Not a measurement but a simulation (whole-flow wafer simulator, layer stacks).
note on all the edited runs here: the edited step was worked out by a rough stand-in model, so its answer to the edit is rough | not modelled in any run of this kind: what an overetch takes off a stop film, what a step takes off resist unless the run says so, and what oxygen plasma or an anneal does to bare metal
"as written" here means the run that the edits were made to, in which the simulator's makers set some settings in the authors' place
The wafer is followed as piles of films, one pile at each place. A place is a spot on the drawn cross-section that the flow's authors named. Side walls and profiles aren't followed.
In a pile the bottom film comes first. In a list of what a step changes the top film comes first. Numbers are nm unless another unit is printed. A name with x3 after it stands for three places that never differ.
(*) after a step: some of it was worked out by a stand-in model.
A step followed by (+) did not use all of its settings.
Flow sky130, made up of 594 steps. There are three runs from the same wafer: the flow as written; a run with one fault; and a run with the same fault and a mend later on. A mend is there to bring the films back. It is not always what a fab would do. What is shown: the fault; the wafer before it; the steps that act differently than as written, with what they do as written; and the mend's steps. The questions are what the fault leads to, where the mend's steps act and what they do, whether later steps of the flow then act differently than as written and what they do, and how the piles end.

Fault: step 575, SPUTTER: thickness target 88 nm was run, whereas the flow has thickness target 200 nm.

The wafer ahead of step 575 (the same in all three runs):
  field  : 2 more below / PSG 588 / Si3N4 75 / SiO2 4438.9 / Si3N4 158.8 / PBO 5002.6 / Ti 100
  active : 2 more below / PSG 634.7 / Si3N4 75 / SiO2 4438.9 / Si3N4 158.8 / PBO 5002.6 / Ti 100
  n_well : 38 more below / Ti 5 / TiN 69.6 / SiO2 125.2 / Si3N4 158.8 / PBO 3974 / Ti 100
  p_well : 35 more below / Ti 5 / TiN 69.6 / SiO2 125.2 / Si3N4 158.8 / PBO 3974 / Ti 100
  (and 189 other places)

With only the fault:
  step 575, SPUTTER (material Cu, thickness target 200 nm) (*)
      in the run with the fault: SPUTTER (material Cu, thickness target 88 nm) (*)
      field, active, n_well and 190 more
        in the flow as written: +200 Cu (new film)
        in the run with the fault: +88 Cu (new film)
  Later steps of the flow acting differently than as written (6 other steps are not shown; they differ only slightly, by no more than 2% or 0.5 nm, whichever is larger):
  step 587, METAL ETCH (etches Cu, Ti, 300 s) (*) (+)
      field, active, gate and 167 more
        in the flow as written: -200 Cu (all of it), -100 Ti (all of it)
        in the run with the fault: -88 Cu (all of it), -100 Ti (all of it)
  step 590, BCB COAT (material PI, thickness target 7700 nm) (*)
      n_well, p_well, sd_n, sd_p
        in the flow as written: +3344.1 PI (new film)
        in the run with the fault: +3456.1 PI (new film)
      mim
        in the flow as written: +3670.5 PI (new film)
        in the run with the fault: +3777.4 PI (new film)
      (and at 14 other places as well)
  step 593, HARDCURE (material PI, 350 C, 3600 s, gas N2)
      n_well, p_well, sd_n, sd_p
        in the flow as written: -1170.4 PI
        in the run with the fault: -1209.6 PI
  The piles end different from the flow's at n_well, p_well, sd_n and 20 more by more than 2% or 0.5 nm, whichever is larger.
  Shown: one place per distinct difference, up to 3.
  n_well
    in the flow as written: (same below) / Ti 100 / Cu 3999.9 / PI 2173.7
    in the run with the fault: (same below) / Ti 100 / Cu 3887.9 / PI 2246.5
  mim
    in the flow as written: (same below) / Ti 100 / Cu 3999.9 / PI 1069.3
    in the run with the fault: (same below) / Ti 100 / Cu 3887.9 / PI 1174.1
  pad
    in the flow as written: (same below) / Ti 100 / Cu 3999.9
    in the run with the fault: (same below) / Ti 100 / Cu 3887.9

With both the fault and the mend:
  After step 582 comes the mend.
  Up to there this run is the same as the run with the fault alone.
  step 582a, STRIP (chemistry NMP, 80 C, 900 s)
      wcut_nhv, wcut_phv, wcut_fox_pw and 23 more
        -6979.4 i-line resist (all of it)
      mim_edge_plate_strap, mim_edge_plate, mim_edge_gap, mim_edge_gap_sheet, vpp_l1ln, dnw_fox
        -6980.8 i-line resist (all of it)
      gate_len, gate_lvt_sd_len, gate_p_sd_len, gate_p_hvt_sd_len, gate_p_lvt_sd_len, gate_len_250
        -6982 i-line resist (all of it)
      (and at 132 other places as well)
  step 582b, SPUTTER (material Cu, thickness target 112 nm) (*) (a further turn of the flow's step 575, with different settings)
      field, active, n_well and 190 more
        +112 Cu
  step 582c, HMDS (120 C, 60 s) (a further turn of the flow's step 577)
      does not change any film at any place that is followed
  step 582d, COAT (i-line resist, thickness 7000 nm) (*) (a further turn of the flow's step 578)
      dice_street, wcut_nhv, wcut_phv and 18 more
        +7000 i-line resist (new film)
      poly_ln, iso_pw_fox, gate_lvt_sd, active_lvt, spacer_lvt, sonos_sd, sonos_cell_x, sonos_guard_x
        +7003.2 i-line resist (new film)
      vpp_iso2, mim_edge_plate_strap, mim_edge_plate, mim_edge_gap, mim_edge_gap_sheet, gate_hv_nvt, de16_nw_sti
        +7001.4 i-line resist (new film)
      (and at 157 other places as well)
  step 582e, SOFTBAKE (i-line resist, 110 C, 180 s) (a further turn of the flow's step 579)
      de16_gate_pw, de16_pw_fp, de16_pw_sti, de16_psrc_nw
        -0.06 i-line resist
      field, active_lvt
        +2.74 i-line resist
      mim, vcap_hvt
        -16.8 i-line resist
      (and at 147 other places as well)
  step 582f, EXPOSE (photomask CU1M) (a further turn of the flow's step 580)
      does not change any film at any place that is followed
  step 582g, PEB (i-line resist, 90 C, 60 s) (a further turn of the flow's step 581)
      field, active, n_well and 134 more
        -0.07 i-line resist
      pad
        -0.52 i-line resist
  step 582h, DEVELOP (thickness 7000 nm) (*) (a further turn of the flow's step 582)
      field, active, gate and 167 more
        -20.6 i-line resist
      n_well, p_well, sd_n, sd_p
        -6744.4 i-line resist (all of it)
      dep_nw_sti, dep_ntap_nw, de16_nw_sti
        -7000.7 i-line resist (all of it)
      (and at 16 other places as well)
  Later steps of the flow that are run all act as written at every place that is followed.
  By the end, the piles equal the flow's at every place that both follow.
